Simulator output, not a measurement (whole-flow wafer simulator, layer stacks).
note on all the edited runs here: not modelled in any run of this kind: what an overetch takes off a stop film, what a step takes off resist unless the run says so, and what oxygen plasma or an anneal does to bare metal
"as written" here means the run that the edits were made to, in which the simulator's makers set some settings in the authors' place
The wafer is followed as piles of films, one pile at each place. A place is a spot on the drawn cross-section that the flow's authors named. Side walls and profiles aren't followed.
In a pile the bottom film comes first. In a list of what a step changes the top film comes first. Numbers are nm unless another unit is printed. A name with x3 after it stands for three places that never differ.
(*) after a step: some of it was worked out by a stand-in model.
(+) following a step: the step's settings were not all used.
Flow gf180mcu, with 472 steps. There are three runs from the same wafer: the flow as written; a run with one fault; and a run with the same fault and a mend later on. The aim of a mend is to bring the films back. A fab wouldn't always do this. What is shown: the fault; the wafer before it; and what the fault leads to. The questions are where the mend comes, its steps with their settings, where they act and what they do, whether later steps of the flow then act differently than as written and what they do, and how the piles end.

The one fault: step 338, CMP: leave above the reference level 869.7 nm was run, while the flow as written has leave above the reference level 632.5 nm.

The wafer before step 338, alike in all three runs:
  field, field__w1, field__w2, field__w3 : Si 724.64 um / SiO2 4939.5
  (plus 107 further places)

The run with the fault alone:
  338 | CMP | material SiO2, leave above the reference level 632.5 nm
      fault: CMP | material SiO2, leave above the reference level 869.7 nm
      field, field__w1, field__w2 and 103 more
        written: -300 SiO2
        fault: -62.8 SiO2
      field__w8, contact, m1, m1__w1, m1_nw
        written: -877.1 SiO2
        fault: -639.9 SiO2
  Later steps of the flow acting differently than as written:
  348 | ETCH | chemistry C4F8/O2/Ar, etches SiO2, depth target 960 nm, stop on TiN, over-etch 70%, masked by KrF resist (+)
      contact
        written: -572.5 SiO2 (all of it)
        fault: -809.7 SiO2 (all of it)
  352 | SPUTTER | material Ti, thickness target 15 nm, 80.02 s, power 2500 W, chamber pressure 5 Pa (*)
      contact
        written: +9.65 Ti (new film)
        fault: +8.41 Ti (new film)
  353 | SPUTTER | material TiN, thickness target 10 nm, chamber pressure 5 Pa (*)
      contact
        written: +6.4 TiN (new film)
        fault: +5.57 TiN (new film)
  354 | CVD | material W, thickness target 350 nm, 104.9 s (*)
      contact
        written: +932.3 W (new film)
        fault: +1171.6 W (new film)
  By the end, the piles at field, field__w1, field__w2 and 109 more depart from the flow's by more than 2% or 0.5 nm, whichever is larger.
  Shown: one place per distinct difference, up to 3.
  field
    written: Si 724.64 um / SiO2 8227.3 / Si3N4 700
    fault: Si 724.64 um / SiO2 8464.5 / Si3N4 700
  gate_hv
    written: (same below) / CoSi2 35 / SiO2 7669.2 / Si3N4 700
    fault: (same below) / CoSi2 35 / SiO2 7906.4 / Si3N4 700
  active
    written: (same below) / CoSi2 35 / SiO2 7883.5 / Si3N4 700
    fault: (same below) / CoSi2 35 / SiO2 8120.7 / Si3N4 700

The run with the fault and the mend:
  The mend follows step 338.
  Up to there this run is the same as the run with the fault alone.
  338a | CMP | material SiO2, leave above the reference level 632.5 nm (the flow's step 338, run once more)
      field, field__w1, field__w2 and 108 more
        -237.2 SiO2
  None of the later steps of the flow acts differently than as written at any place that is followed.
  At every place that both follow, the piles at the end match the flow's.
